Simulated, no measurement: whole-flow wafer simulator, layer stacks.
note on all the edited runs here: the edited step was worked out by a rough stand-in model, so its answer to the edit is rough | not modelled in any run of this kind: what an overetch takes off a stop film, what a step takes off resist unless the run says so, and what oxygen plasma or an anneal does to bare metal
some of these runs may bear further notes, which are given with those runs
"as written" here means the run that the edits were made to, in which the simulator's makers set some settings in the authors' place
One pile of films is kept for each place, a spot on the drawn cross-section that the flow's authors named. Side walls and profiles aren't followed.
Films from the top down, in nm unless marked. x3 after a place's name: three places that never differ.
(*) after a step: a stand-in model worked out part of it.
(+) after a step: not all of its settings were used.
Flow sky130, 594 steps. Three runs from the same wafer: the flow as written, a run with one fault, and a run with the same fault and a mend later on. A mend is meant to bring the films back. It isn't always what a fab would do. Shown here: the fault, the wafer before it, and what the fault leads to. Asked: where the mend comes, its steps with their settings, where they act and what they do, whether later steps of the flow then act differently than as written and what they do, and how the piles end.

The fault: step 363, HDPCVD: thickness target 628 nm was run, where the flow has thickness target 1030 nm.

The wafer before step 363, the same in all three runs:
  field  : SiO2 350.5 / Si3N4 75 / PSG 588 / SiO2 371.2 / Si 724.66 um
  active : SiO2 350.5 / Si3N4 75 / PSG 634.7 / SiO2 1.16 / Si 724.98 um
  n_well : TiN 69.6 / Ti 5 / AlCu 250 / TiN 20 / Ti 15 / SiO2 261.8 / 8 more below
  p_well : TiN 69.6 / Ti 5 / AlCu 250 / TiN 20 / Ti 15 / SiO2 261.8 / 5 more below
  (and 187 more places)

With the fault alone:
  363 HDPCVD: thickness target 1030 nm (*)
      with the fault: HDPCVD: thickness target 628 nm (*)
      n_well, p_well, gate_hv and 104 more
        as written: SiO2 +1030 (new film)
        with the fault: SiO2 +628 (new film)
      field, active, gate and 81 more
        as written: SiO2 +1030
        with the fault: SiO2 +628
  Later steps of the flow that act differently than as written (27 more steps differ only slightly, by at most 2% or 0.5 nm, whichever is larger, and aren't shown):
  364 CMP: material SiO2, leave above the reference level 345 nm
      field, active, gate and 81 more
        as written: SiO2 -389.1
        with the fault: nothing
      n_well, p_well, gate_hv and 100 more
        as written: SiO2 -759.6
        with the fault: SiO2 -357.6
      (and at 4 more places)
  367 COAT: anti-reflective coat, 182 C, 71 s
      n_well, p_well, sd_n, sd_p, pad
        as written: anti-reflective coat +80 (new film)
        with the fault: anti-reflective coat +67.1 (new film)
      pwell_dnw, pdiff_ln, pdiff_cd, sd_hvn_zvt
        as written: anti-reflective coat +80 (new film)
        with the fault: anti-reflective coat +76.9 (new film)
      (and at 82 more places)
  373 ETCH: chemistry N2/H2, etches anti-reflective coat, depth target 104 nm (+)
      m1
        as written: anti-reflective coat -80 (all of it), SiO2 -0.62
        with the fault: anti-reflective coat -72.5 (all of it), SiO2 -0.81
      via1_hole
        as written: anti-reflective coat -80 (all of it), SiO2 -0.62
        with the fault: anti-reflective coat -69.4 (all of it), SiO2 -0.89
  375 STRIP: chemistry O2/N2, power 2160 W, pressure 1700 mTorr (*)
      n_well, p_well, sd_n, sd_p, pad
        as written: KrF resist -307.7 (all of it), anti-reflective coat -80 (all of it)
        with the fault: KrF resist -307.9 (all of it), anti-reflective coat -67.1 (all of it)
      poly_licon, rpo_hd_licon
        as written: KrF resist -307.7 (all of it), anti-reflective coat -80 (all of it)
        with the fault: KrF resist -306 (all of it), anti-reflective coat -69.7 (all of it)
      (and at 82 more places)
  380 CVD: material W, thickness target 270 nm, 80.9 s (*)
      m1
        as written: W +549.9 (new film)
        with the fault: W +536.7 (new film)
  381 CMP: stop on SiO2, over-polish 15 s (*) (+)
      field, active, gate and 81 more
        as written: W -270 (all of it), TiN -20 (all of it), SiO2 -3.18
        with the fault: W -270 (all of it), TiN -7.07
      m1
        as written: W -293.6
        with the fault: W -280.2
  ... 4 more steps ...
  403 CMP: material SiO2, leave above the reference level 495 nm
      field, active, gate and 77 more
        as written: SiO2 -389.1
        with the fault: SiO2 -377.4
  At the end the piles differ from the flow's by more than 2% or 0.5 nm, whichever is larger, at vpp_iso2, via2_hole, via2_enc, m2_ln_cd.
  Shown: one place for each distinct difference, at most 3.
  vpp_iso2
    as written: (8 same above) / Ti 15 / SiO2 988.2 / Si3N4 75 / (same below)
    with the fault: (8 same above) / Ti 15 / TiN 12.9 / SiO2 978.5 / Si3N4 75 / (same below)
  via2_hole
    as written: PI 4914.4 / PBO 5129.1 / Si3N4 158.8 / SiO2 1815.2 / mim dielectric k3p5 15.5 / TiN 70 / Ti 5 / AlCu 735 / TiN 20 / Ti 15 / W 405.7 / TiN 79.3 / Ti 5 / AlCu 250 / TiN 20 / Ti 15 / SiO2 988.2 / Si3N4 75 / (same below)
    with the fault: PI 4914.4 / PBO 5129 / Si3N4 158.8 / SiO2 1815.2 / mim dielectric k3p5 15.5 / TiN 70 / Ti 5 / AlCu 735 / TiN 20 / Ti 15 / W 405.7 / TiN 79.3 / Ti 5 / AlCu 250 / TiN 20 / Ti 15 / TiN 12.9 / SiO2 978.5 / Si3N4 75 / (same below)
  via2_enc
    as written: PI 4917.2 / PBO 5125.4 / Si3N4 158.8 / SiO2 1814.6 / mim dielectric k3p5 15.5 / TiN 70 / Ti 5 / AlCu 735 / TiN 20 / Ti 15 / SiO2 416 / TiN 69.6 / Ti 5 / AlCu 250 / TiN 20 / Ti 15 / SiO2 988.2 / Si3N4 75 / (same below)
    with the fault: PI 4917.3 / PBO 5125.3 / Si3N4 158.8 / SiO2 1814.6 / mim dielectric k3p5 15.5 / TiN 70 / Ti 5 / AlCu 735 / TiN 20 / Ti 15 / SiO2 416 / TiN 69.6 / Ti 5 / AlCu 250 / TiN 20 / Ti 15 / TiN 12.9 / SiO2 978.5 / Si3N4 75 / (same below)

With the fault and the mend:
  The mend comes after step 363.
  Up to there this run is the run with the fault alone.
  363a HDPCVD: thickness target 402 nm (*) (the flow's step 363 once more, with other settings)
      field, active, n_well and 188 more
        SiO2 +402
  No later step of the flow acts differently than as written, at any place that is followed, by more than 2% or 0.5 nm, whichever is larger.
  At the end the piles are the same as the flow's at every place that both follow.
